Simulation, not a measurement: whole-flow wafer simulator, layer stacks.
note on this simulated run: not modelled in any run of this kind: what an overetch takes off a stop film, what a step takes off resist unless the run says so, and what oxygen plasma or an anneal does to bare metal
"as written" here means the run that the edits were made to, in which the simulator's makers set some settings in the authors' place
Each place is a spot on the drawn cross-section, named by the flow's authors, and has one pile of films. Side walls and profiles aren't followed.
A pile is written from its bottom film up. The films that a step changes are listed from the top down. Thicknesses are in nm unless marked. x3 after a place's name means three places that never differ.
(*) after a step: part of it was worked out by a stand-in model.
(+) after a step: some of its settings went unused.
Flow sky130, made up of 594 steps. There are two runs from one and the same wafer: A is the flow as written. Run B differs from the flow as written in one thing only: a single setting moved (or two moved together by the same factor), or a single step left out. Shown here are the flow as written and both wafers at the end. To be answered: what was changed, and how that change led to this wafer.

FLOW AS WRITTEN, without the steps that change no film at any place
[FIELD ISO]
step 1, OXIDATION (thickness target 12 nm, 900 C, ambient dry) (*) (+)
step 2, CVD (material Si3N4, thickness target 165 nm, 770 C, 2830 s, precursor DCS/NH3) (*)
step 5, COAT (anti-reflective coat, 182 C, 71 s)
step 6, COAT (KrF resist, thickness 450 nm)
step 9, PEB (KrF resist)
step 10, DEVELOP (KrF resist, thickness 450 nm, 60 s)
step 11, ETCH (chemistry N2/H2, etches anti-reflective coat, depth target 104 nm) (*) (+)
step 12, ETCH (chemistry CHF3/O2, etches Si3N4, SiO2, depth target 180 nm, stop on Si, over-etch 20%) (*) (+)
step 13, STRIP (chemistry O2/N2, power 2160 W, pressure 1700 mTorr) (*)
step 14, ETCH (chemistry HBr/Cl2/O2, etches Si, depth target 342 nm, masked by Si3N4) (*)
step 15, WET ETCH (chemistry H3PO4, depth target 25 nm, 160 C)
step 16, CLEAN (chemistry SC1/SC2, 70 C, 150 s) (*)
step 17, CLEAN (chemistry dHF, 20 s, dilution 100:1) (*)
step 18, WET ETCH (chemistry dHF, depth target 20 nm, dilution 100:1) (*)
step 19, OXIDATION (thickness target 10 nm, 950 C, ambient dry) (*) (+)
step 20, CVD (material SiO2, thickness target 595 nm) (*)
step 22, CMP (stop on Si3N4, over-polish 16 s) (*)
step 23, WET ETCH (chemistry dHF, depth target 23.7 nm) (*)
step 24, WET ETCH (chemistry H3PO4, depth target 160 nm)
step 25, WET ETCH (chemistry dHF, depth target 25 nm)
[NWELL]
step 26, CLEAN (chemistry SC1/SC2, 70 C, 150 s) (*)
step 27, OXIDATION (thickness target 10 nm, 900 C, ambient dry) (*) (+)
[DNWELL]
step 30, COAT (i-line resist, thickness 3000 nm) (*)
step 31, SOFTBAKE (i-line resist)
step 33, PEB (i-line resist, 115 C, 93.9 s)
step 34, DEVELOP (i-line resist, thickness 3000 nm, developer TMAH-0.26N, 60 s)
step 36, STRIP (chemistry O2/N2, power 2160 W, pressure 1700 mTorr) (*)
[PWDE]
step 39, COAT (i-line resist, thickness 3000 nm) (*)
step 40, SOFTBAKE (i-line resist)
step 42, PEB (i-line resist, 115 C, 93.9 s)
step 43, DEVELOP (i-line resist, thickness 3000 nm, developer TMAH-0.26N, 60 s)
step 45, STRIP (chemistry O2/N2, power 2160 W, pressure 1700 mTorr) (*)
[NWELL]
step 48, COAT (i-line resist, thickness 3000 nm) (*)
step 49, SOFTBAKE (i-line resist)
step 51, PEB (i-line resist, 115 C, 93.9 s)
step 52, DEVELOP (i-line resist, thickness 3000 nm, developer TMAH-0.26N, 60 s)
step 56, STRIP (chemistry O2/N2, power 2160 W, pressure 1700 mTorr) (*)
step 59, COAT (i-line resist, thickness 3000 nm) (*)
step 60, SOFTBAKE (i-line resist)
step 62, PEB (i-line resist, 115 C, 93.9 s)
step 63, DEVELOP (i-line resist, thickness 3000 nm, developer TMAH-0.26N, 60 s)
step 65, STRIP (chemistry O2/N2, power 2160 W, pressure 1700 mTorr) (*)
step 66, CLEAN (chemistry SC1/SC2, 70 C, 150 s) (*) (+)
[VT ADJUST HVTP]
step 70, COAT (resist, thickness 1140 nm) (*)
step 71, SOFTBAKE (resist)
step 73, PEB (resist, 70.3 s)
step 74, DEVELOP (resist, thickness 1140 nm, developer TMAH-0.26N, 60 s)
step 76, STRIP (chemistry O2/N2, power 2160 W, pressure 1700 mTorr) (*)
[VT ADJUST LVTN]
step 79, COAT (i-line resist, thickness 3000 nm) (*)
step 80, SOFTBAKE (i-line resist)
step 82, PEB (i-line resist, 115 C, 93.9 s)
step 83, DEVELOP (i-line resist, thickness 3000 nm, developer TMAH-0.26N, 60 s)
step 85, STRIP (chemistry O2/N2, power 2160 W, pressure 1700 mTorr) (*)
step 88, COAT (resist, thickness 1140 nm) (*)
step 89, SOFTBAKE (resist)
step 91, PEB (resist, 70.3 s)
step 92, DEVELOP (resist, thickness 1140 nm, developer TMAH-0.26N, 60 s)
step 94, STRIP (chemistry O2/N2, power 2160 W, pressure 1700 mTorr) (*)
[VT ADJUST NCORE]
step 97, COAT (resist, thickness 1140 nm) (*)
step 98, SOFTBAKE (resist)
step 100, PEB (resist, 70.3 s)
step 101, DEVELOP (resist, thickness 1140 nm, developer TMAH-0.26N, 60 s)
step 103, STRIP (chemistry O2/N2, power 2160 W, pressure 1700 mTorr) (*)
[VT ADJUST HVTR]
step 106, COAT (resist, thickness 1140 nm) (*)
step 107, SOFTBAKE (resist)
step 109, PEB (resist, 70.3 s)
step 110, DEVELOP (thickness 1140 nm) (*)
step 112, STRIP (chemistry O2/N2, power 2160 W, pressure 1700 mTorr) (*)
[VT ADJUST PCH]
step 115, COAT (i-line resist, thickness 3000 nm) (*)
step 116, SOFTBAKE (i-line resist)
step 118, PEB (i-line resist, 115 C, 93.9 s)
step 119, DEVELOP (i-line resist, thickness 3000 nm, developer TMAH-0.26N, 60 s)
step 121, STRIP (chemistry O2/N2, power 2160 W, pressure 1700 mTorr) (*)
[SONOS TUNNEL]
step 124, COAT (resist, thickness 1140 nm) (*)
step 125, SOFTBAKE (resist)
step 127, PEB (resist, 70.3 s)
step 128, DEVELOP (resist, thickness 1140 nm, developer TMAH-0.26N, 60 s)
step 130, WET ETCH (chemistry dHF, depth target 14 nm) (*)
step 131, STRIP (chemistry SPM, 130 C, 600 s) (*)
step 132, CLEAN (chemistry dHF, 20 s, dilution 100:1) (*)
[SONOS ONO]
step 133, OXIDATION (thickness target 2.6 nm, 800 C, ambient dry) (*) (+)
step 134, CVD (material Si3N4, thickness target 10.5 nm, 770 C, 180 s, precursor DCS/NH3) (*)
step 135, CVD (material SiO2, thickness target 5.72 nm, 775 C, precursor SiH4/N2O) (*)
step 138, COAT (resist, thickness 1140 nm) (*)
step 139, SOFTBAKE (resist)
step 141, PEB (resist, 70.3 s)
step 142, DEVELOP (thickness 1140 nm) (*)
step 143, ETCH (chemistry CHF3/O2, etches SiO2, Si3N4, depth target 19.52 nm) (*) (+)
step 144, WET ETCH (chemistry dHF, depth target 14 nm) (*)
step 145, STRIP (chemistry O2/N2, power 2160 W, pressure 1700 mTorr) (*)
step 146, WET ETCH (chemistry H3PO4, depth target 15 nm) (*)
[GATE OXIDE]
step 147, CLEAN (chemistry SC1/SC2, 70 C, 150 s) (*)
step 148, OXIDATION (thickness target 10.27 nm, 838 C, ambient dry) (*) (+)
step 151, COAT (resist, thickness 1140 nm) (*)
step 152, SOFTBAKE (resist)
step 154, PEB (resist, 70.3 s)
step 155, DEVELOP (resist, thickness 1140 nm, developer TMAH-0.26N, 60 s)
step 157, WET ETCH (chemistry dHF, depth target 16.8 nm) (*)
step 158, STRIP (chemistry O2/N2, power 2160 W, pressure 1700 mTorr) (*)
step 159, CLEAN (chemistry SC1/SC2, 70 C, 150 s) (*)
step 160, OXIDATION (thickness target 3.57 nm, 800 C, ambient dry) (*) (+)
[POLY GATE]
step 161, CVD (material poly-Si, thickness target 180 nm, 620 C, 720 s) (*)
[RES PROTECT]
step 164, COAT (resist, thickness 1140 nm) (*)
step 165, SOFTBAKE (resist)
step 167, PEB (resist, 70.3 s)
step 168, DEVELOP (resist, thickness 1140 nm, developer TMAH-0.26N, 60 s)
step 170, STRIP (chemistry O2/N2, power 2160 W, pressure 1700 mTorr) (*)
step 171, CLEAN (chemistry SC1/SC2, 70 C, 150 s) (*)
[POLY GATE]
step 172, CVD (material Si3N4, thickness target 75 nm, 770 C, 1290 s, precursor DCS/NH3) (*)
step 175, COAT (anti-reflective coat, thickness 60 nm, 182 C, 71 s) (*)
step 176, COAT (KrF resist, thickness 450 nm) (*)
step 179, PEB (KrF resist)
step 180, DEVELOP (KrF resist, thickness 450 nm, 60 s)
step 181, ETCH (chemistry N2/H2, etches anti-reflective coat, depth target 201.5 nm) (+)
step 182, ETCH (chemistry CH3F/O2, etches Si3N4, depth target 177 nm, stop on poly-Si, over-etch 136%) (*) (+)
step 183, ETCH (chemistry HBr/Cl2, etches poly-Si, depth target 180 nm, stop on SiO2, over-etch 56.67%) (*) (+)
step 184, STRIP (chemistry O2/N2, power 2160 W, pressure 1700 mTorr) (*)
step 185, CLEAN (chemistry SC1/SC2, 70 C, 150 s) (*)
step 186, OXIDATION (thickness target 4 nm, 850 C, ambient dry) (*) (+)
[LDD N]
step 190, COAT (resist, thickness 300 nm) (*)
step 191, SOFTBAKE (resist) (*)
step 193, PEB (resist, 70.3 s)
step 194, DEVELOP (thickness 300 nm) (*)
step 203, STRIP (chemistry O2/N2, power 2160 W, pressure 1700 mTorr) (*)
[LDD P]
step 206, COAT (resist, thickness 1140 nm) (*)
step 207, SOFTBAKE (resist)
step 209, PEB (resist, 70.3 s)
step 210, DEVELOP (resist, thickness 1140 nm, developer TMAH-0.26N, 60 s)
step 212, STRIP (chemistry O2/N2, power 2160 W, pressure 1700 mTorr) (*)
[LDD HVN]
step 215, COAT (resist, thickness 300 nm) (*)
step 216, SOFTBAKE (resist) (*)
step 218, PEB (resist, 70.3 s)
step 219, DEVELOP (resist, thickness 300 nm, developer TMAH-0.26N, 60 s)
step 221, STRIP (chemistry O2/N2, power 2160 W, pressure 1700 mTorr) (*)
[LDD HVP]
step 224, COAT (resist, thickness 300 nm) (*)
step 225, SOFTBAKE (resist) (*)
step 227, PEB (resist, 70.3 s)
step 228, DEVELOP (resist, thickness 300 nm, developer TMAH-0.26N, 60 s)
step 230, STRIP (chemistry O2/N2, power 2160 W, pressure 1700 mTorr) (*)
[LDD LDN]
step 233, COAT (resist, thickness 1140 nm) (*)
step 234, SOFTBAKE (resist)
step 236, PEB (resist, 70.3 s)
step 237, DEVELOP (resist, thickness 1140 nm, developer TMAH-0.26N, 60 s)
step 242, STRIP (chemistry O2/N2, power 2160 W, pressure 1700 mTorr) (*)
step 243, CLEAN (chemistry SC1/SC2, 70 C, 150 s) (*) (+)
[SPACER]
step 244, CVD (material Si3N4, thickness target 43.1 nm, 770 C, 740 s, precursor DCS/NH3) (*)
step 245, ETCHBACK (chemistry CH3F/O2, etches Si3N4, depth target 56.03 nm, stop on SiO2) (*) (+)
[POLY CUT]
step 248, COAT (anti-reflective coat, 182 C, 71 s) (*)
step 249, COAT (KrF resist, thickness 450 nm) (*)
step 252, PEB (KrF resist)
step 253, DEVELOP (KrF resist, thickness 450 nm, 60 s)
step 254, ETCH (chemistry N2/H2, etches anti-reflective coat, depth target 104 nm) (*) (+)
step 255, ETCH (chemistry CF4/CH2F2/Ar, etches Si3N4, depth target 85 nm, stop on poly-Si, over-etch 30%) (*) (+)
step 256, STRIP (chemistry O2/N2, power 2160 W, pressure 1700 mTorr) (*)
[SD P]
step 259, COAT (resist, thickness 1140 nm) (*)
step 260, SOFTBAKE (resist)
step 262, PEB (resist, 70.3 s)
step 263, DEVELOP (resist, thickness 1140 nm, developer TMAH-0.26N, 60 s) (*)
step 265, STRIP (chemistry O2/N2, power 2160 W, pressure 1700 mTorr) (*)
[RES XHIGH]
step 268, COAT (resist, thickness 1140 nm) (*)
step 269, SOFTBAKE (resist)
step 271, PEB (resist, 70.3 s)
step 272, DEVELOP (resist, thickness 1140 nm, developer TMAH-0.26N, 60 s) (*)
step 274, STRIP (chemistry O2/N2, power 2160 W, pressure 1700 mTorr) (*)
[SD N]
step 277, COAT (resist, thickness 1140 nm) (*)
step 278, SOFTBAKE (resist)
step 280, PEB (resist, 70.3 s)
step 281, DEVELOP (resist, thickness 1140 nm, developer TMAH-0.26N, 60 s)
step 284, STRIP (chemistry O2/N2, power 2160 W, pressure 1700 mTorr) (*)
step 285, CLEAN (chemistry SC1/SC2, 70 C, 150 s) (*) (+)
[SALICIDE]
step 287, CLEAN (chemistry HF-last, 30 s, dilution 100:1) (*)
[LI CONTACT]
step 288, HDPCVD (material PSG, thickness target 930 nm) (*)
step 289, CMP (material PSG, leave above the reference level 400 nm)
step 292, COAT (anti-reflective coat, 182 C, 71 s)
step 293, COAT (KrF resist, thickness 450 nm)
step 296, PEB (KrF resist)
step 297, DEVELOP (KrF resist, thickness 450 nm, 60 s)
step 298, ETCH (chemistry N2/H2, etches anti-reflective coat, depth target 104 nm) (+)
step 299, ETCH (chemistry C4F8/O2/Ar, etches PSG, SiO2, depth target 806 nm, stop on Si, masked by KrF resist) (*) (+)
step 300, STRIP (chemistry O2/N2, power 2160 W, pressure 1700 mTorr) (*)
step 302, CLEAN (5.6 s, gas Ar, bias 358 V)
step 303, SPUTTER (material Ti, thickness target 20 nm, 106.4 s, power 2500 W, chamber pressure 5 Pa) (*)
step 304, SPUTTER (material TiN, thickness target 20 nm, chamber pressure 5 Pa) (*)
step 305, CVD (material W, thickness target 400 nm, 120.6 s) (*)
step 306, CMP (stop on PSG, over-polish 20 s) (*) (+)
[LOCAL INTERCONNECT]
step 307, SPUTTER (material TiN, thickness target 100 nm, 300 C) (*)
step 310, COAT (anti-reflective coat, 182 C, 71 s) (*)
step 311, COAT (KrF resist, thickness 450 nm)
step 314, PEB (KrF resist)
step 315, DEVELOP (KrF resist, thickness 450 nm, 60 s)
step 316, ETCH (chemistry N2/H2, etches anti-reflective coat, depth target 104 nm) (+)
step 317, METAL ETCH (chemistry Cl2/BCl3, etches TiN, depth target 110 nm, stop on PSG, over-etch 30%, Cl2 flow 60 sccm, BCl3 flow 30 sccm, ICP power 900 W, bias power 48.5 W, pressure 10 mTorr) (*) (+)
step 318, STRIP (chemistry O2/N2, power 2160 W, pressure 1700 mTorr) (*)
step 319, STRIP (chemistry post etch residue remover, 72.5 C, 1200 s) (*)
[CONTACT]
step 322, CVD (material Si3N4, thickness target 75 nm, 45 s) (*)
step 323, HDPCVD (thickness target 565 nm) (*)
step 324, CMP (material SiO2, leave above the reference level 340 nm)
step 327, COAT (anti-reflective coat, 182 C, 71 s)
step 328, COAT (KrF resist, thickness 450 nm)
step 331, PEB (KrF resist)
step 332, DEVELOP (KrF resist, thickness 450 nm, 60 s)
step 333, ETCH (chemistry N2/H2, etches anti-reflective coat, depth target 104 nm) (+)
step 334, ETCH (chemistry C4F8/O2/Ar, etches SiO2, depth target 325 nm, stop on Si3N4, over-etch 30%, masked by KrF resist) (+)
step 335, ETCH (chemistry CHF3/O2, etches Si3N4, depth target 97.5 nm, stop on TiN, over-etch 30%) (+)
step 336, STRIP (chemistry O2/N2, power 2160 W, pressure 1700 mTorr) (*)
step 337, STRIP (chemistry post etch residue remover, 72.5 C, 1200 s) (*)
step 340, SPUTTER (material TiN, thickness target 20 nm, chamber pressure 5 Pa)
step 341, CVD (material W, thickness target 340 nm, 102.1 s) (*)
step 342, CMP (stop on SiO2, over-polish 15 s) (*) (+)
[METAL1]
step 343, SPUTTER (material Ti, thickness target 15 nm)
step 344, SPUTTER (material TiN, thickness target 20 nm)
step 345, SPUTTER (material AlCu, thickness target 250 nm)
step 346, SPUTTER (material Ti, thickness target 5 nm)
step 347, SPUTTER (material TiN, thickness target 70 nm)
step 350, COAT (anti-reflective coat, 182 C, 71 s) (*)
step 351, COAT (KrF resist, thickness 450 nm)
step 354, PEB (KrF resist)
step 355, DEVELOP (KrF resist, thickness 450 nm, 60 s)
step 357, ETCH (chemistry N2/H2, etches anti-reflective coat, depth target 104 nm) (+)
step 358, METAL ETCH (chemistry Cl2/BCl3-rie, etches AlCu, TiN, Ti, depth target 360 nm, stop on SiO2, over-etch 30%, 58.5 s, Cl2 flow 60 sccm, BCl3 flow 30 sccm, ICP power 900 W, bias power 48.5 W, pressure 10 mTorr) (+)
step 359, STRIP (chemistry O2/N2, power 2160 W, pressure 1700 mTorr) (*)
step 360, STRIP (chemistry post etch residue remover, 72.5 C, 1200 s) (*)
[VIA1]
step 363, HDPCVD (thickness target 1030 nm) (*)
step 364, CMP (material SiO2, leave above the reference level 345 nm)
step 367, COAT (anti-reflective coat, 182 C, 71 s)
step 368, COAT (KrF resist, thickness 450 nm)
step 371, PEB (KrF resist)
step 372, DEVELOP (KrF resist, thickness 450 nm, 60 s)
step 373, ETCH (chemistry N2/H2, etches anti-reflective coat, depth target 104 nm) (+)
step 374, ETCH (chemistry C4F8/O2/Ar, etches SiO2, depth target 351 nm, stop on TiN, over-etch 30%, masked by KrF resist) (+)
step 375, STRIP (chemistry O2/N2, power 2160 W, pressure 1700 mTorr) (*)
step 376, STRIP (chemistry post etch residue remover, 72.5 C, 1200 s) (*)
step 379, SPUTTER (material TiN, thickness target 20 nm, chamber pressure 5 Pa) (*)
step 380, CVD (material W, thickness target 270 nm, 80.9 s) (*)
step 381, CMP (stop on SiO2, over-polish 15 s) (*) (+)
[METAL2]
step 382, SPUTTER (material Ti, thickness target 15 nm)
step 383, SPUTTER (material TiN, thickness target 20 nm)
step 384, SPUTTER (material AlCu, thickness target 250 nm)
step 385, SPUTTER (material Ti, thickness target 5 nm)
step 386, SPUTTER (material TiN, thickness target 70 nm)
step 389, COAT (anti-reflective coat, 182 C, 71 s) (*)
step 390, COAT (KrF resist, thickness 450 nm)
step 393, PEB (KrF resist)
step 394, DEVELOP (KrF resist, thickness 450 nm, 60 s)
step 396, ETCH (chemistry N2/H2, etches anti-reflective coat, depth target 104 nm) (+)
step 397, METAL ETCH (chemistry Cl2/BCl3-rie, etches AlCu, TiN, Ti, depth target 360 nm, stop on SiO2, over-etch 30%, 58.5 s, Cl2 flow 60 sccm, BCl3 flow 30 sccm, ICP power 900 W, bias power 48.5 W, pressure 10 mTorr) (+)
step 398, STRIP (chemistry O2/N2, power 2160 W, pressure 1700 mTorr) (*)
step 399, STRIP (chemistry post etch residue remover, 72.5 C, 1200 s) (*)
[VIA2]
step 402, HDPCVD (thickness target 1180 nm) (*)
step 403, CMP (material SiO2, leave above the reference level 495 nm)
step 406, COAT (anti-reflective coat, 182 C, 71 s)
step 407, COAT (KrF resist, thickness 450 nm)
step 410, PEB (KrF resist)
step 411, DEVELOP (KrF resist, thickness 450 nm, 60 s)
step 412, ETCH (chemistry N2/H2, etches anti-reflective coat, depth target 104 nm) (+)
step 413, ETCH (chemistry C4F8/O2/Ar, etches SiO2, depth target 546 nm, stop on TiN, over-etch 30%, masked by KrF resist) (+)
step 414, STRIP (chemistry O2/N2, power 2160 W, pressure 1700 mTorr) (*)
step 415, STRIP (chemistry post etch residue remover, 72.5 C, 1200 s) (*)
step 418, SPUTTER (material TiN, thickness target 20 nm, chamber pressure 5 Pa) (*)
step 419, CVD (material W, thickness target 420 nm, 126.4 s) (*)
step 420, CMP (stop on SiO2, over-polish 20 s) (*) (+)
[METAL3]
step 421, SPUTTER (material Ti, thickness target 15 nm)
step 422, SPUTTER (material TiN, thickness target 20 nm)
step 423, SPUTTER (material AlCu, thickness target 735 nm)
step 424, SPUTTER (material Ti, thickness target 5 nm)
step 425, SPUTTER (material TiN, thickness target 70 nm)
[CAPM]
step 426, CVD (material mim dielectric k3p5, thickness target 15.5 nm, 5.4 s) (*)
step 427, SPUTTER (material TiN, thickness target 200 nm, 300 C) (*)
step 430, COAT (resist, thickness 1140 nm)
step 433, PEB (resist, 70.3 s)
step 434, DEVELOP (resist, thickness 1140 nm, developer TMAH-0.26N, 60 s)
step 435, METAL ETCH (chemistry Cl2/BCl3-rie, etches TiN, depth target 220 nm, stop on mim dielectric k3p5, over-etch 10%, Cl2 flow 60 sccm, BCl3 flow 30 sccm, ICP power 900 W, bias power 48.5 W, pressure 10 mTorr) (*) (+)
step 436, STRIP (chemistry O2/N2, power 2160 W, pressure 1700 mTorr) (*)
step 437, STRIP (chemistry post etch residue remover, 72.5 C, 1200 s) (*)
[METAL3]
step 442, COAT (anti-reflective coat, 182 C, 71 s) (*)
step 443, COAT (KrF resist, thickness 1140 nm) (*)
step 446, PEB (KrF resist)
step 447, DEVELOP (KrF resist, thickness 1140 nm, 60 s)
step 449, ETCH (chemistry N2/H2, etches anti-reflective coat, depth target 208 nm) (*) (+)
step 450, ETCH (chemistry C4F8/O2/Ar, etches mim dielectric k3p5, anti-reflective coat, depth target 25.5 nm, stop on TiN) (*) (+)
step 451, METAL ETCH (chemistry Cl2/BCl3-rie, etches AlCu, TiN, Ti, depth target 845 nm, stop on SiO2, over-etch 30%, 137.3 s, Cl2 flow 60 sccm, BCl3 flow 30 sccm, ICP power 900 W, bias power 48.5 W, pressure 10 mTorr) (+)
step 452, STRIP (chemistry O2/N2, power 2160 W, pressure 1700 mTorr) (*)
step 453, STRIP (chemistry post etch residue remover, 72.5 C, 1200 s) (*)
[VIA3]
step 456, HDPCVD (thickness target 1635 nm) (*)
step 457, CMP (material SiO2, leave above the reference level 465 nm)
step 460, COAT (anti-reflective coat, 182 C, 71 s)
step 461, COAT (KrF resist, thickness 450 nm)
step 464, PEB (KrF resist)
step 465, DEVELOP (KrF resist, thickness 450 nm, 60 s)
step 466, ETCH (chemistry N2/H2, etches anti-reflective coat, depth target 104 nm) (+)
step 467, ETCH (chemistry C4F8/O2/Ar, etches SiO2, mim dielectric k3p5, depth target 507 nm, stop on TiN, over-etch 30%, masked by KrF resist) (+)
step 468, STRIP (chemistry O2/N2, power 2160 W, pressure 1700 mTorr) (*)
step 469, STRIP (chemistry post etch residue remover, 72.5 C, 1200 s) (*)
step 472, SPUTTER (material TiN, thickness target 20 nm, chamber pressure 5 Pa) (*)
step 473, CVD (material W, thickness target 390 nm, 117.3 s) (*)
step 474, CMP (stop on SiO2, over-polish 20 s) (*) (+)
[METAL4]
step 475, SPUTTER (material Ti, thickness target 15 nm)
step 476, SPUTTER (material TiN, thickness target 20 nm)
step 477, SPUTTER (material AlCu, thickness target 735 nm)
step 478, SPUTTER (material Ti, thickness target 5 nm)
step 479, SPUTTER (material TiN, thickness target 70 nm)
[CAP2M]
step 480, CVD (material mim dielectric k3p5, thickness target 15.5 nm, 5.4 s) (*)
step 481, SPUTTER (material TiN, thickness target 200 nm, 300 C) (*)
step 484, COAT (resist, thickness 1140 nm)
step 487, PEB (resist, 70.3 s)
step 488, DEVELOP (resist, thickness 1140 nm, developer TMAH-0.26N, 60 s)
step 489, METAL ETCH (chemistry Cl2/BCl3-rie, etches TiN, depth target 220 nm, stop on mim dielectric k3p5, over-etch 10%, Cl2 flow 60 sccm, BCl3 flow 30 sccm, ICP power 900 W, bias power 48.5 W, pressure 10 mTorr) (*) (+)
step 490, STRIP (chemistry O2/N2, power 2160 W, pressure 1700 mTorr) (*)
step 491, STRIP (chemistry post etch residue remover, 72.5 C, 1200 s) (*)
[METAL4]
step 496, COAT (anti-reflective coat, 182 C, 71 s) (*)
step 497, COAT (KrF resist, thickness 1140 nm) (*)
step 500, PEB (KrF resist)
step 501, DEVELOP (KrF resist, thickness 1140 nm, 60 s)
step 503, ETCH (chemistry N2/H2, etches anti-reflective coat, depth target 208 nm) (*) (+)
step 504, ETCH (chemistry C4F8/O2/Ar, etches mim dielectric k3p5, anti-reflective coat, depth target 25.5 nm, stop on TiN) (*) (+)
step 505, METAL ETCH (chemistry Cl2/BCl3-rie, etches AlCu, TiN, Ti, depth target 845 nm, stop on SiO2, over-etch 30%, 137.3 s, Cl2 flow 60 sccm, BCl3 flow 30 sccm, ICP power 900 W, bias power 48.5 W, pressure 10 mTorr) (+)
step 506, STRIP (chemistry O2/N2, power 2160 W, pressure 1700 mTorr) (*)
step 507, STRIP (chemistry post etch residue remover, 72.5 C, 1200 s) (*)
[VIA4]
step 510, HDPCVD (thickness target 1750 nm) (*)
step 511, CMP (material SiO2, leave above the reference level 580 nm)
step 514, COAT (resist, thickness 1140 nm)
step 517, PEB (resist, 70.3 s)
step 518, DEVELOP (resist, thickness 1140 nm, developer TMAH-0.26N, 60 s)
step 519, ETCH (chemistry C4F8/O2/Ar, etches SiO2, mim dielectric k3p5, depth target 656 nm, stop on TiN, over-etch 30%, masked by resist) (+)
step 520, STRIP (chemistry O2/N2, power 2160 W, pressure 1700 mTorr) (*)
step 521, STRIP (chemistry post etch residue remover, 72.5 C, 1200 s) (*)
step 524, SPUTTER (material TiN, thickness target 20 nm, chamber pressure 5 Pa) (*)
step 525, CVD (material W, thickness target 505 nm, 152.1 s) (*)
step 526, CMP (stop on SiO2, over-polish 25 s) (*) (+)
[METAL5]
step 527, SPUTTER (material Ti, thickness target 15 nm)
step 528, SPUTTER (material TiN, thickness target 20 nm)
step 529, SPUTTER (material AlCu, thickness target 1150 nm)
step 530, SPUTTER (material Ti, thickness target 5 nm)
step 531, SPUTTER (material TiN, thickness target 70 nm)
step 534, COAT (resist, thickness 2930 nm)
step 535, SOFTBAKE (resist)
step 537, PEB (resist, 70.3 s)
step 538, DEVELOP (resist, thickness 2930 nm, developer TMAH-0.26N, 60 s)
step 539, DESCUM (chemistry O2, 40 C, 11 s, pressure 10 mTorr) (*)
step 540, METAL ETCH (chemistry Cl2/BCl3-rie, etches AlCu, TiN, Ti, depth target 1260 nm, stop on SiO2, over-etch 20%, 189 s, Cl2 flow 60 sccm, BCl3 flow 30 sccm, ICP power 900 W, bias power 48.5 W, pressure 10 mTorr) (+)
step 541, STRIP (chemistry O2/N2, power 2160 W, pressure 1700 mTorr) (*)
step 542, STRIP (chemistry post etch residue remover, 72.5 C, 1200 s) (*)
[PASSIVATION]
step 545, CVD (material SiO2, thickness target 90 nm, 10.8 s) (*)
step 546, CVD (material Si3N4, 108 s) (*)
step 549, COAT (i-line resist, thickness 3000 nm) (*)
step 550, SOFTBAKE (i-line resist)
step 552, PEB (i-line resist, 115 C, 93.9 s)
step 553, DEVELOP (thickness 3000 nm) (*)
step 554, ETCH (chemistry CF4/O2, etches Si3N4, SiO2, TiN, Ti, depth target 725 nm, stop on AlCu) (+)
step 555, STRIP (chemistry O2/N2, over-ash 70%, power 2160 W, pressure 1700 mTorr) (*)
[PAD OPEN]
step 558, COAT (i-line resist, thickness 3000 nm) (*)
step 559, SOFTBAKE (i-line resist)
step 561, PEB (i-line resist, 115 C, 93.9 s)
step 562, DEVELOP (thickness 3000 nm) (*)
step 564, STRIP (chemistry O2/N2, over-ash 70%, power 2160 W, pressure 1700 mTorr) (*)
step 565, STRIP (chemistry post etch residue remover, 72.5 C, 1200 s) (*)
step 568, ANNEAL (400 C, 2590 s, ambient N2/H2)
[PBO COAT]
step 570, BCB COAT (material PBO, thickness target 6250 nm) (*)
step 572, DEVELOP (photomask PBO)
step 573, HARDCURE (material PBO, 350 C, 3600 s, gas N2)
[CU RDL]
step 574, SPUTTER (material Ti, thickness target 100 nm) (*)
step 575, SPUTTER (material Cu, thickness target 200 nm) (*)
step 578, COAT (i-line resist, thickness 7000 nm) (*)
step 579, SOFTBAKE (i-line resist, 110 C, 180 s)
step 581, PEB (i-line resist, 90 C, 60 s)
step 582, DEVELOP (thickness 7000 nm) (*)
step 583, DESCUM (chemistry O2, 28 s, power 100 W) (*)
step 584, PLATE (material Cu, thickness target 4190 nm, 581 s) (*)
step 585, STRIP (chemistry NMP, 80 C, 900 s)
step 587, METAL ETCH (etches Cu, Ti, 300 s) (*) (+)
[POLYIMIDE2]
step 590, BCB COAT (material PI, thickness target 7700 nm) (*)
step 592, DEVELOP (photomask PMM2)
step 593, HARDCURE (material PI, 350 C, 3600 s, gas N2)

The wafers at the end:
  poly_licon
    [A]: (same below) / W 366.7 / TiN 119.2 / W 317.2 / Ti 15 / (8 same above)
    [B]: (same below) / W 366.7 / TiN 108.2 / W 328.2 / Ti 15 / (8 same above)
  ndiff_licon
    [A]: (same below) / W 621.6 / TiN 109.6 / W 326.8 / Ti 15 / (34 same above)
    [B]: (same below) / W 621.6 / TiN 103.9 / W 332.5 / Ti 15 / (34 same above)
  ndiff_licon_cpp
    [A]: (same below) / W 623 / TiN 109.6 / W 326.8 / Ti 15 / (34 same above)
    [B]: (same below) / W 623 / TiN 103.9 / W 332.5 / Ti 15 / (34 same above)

What caused this: step 340, SPUTTER: thickness target 9 nm was run, while the flow as written has thickness target 20 nm.

How this came from the change, step by step:
  step 340, SPUTTER (material TiN, thickness target 20 nm, chamber pressure 5 Pa)
      field, active, n_well and 184 more: A TiN gains 20 (new film) | B TiN gains 9 (new film)
      ndiff_licon_cpp, rpo_hd_licon: A TiN gains 10.4 | B TiN gains 4.71
      (as well as at 2 more places)
  step 342, CMP (stop on SiO2, over-polish 15 s) (*) (+)
      field, active, n_well and 184 more: A W loses 340 (all of it), TiN loses 20 (all of it), SiO2 loses 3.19 | B W loses 340 (all of it), TiN loses 9 (all of it), SiO2 loses 3.19
      ndiff_licon, ndiff_licon_cpp, rpo_hd_licon: A W loses 363.7 | B W loses 352.7
      (as well as at 1 more place)
